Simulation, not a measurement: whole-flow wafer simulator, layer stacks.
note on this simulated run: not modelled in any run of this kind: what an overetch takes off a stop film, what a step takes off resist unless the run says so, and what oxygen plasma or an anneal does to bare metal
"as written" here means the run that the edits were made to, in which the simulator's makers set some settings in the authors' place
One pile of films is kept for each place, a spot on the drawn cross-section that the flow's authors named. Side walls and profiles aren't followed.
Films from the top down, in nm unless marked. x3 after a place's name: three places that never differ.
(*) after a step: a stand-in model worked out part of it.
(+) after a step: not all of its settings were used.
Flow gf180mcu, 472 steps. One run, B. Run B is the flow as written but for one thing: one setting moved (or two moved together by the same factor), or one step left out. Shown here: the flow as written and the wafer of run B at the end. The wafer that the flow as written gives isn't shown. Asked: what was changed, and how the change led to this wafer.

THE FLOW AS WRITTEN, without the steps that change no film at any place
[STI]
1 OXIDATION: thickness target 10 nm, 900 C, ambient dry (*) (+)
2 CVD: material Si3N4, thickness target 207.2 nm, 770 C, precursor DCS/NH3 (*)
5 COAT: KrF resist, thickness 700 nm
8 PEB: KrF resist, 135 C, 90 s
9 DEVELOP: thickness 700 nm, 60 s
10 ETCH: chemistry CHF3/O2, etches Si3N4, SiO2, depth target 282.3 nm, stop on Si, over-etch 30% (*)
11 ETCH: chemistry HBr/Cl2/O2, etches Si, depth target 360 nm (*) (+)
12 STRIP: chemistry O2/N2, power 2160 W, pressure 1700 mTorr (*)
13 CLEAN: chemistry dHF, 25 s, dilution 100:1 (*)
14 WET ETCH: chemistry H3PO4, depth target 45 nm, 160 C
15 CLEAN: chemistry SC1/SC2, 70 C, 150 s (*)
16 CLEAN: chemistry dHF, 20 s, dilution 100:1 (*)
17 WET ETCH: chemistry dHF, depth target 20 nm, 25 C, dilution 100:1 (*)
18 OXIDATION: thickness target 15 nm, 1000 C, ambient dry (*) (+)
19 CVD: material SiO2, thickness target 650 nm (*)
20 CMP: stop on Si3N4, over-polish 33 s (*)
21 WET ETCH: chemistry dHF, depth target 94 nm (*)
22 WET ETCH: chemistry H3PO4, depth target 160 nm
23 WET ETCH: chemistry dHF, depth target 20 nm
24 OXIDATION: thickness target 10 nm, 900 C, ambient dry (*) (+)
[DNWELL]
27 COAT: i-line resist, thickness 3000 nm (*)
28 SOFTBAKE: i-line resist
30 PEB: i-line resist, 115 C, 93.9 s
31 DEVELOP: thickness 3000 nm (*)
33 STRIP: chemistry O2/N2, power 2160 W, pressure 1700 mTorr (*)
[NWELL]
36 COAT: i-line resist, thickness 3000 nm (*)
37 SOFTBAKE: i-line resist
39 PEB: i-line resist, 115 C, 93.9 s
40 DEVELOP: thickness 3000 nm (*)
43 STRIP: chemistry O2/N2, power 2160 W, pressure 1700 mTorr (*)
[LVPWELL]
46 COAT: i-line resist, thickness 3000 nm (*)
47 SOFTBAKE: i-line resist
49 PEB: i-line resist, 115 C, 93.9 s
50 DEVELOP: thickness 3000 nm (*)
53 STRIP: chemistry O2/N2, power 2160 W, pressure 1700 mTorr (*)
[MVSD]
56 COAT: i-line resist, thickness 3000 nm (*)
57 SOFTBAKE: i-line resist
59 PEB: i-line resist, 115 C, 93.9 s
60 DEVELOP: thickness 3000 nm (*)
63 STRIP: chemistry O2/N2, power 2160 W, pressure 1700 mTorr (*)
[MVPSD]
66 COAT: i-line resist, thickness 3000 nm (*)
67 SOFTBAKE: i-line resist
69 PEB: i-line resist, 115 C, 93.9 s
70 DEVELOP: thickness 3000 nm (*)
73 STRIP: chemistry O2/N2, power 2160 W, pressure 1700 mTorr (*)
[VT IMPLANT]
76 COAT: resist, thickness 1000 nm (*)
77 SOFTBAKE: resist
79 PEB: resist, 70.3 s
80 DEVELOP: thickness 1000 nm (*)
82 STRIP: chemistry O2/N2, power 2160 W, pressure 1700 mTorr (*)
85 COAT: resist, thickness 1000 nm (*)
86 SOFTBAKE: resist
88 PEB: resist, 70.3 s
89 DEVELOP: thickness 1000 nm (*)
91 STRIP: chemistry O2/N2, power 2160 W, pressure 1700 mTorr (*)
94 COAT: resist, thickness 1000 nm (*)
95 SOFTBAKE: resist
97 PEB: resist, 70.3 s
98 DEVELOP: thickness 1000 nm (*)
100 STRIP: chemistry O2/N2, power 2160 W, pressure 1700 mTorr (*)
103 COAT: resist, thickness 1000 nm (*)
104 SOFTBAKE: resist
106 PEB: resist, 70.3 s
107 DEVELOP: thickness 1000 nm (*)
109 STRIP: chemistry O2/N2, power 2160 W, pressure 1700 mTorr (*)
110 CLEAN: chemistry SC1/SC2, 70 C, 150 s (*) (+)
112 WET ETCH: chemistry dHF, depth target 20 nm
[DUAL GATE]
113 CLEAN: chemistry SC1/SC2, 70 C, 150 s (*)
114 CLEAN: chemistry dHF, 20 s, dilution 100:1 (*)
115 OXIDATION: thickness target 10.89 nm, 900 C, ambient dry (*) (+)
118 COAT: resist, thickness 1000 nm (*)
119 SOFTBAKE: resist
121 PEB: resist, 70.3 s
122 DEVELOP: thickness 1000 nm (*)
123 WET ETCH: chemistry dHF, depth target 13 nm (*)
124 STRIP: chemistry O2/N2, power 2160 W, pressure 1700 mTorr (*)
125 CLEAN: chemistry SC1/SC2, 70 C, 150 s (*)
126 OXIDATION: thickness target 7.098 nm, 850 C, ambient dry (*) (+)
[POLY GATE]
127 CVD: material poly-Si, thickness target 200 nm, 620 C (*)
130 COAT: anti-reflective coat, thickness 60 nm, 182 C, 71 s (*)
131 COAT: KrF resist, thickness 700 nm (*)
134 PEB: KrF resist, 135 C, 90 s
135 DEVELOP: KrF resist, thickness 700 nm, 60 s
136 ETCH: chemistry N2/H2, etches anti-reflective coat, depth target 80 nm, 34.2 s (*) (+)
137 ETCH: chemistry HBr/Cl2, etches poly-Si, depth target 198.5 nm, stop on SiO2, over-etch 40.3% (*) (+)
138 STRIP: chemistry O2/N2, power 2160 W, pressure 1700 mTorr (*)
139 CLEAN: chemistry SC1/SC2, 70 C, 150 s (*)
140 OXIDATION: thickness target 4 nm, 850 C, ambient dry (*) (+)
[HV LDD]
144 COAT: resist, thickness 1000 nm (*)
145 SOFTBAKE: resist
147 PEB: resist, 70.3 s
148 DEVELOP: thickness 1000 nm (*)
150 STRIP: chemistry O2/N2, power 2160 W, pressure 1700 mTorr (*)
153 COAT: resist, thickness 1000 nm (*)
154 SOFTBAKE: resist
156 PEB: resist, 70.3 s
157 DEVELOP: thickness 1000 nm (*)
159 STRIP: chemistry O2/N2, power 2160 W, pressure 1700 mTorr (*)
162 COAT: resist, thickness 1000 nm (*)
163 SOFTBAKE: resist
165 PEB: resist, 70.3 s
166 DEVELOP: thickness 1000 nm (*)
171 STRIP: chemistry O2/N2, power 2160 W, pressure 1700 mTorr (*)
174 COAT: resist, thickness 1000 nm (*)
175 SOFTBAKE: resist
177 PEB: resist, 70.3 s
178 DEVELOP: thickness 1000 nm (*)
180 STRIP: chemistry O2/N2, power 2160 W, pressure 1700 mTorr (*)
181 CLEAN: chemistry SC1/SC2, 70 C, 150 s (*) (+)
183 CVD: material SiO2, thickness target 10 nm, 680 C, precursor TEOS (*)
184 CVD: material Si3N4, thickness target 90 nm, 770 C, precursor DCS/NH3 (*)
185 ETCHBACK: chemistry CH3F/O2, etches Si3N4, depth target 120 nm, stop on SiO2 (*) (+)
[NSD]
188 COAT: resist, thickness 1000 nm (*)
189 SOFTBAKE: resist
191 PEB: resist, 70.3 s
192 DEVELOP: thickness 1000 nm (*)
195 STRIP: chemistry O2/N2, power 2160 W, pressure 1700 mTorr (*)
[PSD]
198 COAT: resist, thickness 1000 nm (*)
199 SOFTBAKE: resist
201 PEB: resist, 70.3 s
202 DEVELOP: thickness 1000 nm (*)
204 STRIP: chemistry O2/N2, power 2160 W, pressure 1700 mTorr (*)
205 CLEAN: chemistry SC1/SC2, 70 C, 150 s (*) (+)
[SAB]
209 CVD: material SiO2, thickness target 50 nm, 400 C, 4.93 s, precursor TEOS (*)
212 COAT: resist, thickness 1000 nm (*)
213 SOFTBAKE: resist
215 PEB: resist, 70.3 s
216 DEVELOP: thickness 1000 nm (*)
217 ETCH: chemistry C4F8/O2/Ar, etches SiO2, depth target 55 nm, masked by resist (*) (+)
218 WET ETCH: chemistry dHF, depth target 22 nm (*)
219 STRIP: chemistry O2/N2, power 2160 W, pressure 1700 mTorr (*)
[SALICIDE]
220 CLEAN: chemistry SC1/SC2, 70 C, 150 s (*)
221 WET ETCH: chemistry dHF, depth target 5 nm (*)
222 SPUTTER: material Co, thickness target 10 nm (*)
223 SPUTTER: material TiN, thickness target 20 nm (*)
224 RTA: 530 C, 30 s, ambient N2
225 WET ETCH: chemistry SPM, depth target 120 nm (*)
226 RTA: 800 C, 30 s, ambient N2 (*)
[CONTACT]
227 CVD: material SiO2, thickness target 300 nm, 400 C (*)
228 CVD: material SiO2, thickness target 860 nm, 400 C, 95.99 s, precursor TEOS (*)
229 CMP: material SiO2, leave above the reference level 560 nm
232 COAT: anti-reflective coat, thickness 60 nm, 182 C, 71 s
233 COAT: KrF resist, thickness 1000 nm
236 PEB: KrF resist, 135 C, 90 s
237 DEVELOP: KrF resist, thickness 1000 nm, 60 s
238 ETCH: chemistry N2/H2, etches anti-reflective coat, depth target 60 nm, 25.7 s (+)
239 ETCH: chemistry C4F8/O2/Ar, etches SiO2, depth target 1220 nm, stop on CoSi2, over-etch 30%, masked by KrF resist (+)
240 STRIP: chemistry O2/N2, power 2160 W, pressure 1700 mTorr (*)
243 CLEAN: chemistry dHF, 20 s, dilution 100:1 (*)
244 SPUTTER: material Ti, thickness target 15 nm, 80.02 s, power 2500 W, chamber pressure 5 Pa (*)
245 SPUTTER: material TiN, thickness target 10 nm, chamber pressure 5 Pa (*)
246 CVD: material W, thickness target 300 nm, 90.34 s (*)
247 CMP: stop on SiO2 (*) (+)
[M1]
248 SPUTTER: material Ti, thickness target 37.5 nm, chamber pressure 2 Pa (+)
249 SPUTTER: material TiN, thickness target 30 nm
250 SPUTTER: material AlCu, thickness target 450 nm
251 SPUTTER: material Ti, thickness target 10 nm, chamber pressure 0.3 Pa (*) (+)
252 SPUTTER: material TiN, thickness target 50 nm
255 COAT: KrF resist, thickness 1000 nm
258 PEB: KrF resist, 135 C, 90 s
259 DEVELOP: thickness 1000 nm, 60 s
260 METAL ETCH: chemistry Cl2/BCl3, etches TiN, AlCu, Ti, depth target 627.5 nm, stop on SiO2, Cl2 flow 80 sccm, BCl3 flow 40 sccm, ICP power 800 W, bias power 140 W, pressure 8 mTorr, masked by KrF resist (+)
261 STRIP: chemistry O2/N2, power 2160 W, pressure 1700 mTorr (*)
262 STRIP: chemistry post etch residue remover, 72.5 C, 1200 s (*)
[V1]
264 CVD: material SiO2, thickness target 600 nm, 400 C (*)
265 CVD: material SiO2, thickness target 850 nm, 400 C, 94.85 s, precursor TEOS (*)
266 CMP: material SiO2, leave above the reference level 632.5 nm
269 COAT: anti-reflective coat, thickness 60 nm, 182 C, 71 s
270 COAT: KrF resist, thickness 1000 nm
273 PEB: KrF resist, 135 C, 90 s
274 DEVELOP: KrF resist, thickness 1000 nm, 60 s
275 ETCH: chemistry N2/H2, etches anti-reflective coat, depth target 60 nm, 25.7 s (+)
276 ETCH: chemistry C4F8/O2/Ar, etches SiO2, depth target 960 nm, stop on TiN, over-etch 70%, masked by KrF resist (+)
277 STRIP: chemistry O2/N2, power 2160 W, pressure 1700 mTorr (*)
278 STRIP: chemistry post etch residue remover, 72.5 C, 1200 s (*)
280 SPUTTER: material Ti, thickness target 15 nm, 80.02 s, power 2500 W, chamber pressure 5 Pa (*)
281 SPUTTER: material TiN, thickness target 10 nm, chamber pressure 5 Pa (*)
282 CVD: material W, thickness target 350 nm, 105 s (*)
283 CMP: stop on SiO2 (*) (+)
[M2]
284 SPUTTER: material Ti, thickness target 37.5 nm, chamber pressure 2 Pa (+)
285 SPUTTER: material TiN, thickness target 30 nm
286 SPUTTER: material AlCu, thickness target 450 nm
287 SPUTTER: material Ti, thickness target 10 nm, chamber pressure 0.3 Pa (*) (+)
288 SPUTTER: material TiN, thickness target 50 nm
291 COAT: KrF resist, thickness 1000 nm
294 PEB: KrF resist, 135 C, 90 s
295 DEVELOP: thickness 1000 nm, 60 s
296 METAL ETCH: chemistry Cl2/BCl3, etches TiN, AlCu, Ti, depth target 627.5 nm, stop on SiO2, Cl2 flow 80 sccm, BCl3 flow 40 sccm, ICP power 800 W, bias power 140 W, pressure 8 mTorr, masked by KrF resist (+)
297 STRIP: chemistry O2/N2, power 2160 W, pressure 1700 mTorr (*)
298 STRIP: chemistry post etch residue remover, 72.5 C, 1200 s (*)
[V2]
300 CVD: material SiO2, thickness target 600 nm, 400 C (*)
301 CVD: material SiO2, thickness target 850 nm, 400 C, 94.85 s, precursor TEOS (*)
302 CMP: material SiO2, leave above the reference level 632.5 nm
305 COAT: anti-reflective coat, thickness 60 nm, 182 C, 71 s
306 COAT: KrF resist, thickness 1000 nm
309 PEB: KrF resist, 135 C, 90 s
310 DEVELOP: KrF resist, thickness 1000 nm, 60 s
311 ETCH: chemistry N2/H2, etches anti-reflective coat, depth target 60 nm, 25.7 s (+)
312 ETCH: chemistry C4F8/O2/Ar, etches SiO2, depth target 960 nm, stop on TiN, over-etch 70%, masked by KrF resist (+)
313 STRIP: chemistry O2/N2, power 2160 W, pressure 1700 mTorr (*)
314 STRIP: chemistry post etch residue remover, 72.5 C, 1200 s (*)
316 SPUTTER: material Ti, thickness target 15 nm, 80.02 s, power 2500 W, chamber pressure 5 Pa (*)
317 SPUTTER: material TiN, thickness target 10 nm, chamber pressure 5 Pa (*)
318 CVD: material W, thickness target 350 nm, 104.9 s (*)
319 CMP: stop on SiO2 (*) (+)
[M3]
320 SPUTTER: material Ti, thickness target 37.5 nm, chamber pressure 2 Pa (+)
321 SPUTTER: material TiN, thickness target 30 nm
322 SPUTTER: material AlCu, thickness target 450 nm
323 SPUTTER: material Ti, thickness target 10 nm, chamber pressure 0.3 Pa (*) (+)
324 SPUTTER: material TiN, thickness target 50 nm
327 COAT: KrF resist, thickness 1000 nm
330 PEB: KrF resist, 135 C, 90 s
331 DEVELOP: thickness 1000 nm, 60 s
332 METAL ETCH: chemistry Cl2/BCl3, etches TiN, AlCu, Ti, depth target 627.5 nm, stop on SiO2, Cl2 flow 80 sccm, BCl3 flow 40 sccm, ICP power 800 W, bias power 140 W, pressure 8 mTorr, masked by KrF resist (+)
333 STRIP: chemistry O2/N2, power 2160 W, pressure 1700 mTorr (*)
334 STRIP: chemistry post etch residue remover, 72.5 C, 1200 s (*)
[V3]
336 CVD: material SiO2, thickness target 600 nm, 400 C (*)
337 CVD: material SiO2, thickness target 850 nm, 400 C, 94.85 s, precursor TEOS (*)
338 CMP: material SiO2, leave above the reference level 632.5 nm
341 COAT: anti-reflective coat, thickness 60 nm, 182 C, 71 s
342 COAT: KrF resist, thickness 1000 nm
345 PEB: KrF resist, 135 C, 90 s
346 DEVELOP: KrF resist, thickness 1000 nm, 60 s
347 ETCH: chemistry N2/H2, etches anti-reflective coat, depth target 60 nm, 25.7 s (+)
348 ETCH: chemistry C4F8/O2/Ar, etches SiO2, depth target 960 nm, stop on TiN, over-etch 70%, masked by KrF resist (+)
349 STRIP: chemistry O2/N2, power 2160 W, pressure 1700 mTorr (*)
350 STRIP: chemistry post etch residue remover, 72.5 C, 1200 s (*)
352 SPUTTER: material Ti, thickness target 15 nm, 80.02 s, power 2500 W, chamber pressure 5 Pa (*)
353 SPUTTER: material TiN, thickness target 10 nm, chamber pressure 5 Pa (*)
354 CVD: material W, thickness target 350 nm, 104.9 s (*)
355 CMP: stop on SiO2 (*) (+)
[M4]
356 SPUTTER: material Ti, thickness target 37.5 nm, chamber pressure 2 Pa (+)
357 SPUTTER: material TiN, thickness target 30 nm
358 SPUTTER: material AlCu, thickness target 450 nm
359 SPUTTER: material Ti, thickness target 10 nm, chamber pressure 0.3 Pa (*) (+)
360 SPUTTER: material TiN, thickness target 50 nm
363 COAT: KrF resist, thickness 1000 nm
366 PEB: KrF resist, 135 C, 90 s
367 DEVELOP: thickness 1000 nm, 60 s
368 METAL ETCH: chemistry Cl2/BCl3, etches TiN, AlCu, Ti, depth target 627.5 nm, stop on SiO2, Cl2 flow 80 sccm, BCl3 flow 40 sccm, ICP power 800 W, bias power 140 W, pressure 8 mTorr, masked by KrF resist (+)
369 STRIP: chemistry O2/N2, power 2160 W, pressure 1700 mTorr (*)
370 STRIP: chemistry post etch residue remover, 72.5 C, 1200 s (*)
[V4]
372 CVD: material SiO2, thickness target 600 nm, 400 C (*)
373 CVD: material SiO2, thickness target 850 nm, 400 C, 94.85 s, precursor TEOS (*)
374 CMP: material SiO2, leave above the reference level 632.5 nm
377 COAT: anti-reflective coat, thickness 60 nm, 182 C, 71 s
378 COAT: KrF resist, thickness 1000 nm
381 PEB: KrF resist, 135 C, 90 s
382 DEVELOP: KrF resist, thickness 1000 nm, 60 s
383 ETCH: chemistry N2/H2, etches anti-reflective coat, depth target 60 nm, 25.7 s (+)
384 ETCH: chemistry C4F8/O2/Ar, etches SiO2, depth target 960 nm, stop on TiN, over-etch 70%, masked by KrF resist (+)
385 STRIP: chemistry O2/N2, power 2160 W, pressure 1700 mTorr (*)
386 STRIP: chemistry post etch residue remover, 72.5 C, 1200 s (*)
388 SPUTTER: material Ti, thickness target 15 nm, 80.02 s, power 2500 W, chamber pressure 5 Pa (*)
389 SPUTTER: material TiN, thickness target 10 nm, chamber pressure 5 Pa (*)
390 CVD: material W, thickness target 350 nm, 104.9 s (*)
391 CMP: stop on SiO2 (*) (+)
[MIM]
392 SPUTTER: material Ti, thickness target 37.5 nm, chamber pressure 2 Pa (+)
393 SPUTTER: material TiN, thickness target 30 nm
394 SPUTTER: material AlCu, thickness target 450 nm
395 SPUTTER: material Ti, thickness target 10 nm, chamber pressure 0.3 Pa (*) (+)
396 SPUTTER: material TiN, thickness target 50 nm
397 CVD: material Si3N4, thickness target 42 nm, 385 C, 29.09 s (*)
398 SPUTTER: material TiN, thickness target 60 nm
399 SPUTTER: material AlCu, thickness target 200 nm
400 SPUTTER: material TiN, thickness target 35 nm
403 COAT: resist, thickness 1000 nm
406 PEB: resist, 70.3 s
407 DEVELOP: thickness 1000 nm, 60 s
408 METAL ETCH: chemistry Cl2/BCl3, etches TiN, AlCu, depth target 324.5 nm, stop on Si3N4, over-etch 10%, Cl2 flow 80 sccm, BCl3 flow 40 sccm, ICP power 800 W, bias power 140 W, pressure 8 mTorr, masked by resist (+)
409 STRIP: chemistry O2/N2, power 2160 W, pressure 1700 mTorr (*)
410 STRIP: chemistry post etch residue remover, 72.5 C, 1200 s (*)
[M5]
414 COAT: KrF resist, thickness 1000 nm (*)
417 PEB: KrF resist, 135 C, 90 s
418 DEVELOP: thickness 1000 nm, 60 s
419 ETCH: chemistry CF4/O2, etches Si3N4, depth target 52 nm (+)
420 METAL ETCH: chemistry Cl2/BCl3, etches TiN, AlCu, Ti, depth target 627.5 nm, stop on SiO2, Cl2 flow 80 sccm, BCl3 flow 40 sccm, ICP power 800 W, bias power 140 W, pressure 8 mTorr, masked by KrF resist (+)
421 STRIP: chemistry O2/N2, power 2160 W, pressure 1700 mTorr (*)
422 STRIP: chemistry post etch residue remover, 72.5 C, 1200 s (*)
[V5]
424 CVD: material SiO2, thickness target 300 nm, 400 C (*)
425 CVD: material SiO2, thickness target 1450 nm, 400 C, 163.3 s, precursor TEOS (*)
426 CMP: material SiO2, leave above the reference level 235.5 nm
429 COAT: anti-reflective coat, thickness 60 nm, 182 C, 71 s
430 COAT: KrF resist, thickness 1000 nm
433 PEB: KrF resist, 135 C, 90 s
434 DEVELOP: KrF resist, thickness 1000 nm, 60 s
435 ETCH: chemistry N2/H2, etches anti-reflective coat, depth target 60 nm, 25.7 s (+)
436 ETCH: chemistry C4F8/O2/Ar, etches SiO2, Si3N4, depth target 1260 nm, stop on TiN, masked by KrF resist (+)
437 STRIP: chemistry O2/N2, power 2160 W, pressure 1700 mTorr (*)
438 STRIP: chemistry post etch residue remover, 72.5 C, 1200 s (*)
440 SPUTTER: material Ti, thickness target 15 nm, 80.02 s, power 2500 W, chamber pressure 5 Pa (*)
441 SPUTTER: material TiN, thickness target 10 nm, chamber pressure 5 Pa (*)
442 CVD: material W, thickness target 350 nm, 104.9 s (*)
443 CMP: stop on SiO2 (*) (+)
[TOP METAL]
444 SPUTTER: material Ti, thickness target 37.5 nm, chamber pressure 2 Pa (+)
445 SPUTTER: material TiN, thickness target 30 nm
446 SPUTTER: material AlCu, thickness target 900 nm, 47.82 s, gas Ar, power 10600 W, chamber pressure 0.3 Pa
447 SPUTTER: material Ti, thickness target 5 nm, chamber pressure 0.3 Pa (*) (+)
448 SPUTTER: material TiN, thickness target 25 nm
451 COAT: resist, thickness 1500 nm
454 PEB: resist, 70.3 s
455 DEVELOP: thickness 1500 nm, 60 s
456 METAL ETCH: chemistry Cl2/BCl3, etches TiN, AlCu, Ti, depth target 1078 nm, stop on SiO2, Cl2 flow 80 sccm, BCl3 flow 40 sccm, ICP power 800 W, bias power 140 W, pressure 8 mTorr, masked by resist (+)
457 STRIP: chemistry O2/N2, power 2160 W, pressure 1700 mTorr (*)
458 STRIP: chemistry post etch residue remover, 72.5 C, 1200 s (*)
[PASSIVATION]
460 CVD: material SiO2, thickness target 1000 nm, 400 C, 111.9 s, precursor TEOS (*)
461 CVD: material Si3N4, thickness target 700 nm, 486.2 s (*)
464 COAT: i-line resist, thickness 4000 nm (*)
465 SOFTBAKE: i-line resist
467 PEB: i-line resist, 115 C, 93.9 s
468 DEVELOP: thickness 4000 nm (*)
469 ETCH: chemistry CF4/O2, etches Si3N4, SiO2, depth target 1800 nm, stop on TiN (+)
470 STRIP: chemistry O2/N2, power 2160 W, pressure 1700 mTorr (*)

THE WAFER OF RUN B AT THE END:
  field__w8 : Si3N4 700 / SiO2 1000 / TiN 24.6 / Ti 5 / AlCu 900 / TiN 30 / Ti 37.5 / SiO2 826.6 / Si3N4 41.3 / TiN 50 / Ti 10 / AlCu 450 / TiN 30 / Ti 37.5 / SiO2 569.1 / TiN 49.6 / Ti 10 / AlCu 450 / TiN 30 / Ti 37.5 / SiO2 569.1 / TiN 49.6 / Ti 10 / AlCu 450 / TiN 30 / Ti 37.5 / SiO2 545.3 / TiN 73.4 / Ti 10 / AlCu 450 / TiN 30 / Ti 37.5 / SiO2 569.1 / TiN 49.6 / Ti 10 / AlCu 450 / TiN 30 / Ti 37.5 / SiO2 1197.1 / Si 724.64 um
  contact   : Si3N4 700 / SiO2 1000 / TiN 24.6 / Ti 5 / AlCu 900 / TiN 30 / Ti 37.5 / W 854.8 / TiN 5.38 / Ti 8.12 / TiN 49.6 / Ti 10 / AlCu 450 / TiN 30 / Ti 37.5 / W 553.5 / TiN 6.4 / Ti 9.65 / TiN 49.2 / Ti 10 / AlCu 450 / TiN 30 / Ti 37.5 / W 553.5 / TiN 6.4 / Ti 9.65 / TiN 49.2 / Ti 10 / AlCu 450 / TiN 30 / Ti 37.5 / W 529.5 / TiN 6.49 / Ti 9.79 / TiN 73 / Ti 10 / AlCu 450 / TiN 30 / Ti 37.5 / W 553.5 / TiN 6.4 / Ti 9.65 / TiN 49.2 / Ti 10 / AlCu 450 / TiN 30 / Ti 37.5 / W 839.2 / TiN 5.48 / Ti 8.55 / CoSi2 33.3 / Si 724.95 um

The cause: step 288, SPUTTER: thickness target 73.8 nm was run, where the flow has thickness target 50 nm.

How the change led to this, step by step:
  288 SPUTTER: material TiN, thickness target 50 nm
      field, field__w1, field__w2 and 108 more: TiN +73.8 (new film) (as written it would be: TiN +50 (new film))
  296 METAL ETCH: chemistry Cl2/BCl3, etches TiN, AlCu, Ti, depth target 627.5 nm, stop on SiO2, Cl2 flow 80 sccm, BCl3 flow 40 sccm, ICP power 800 W, bias power 140 W, pressure 8 mTorr, masked by KrF resist (+)
      field, field__w1, field__w2 and 103 more: TiN -73.8 (all of it), Ti -10 (all of it), AlCu -450 (all of it), TiN -30 (all of it), Ti -37.5 (all of it) (as written it would be: TiN -50 (all of it), Ti -10 (all of it), AlCu -450 (all of it), TiN -30 (all of it), Ti -37.5 (all of it))
  302 CMP: material SiO2, leave above the reference level 632.5 nm
      field__w8, contact, m1, m1__w1, m1_nw: SiO2 -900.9 (as written it would be: SiO2 -877.1)
  312 ETCH: chemistry C4F8/O2/Ar, etches SiO2, depth target 960 nm, stop on TiN, over-etch 70%, masked by KrF resist (+)
      field, field__w1, field__w2 and 107 more: KrF resist -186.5 (as written it would be: KrF resist -192)
      contact: SiO2 -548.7 (all of it) (as written it would be: SiO2 -572.5 (all of it))
  318 CVD: material W, thickness target 350 nm, 104.9 s (*)
      contact: W +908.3 (new film) (as written it would be: W +932.3 (new film))
